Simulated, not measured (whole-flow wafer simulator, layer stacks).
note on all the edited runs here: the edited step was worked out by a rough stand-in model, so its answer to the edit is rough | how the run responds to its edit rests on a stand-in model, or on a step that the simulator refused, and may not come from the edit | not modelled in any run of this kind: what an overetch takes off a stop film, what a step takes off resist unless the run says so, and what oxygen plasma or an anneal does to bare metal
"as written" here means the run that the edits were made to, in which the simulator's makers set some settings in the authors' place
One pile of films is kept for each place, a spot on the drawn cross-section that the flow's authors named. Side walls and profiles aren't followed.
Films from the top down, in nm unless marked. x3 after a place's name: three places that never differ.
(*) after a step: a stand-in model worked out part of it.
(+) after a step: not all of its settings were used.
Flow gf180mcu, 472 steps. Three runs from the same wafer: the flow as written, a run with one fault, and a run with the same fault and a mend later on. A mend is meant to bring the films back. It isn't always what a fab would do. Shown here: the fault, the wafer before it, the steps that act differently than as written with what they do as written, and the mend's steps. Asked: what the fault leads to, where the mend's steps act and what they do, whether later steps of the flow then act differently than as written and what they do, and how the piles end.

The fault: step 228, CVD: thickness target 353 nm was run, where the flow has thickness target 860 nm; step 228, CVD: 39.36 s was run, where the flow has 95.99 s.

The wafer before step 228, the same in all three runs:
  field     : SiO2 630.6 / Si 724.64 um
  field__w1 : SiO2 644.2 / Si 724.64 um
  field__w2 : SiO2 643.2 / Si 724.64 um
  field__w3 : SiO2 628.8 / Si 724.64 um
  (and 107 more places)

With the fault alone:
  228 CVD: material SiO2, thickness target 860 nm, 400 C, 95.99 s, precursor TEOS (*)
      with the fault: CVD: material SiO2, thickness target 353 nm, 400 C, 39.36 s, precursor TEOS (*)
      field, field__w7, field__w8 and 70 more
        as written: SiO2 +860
        with the fault: SiO2 +363.1
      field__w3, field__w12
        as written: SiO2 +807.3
        with the fault: SiO2 +344.5
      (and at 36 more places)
  Later steps of the flow that act differently than as written:
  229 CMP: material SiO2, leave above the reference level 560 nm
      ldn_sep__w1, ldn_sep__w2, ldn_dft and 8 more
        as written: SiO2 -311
        with the fault: nothing
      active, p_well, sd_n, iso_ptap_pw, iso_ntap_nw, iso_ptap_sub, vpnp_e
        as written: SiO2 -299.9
        with the fault: nothing
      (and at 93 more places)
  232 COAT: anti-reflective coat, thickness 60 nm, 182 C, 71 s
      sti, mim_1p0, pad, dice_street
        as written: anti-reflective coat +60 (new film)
        with the fault: anti-reflective coat +65.3 (new film)
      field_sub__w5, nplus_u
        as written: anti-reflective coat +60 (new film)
        with the fault: anti-reflective coat +56.3 (new film)
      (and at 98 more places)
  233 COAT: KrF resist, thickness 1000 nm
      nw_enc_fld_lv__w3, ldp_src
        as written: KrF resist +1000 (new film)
        with the fault: KrF resist +957 (new film)
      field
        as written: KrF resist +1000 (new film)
        with the fault: KrF resist +1024.2 (new film)
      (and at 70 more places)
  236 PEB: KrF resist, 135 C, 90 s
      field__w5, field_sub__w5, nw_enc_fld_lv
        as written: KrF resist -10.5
        with the fault: KrF resist -11.6
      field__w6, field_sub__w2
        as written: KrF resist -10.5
        with the fault: KrF resist -11.7
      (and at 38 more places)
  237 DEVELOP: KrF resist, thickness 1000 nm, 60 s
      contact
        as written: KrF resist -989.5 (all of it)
        with the fault: KrF resist -1049.1 (all of it)
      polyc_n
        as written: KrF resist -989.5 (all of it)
        with the fault: KrF resist -876.9 (all of it)
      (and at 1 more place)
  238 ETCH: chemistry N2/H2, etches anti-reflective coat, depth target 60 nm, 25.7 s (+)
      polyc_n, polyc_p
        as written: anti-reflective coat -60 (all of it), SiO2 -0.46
        with the fault: anti-reflective coat -29.7 (all of it), SiO2 -1.24
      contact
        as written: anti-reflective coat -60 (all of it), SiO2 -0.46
        with the fault: anti-reflective coat -42.5 (all of it), SiO2 -0.91
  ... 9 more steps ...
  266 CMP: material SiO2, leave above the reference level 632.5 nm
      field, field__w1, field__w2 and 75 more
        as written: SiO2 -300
        with the fault: SiO2 -287.7
  At the end the piles differ from the flow's by more than 2% or 0.5 nm, whichever is larger, at field, field__w1, field__w2 and 81 more.
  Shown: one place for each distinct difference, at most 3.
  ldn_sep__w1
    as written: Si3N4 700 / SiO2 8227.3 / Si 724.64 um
    with the fault: Si3N4 700 / SiO2 7042.5 / W 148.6 / TiN 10 / Ti 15 / SiO2 1014.4 / Si 724.64 um
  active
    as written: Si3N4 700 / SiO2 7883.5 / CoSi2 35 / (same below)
    with the fault: Si3N4 700 / SiO2 7042.5 / W 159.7 / TiN 10 / Ti 15 / SiO2 659.6 / CoSi2 35 / (same below)
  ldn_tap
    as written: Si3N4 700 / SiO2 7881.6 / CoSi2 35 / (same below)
    with the fault: Si3N4 700 / SiO2 7042.5 / W 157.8 / TiN 10 / Ti 15 / SiO2 659.6 / CoSi2 35 / (same below)

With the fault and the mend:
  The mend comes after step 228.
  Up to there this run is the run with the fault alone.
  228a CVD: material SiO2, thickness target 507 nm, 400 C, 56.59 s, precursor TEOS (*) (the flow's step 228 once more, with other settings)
      field, field__w7, field__w8 and 72 more
        SiO2 +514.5
      field_sub, field_sub__w2, sd_p
        SiO2 +500.3
      field_sub__w1, field_sub__w4, field_sub__w5
        SiO2 +500.9
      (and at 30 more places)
  Later steps of the flow that act differently than as written:
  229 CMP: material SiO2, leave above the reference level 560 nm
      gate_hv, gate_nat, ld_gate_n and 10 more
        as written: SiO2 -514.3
        with the mend: SiO2 -531.9
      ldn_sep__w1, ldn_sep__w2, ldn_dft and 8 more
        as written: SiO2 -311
        with the mend: SiO2 -328.6
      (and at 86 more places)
  At the end the piles are the same as the flow's at every place that both follow.
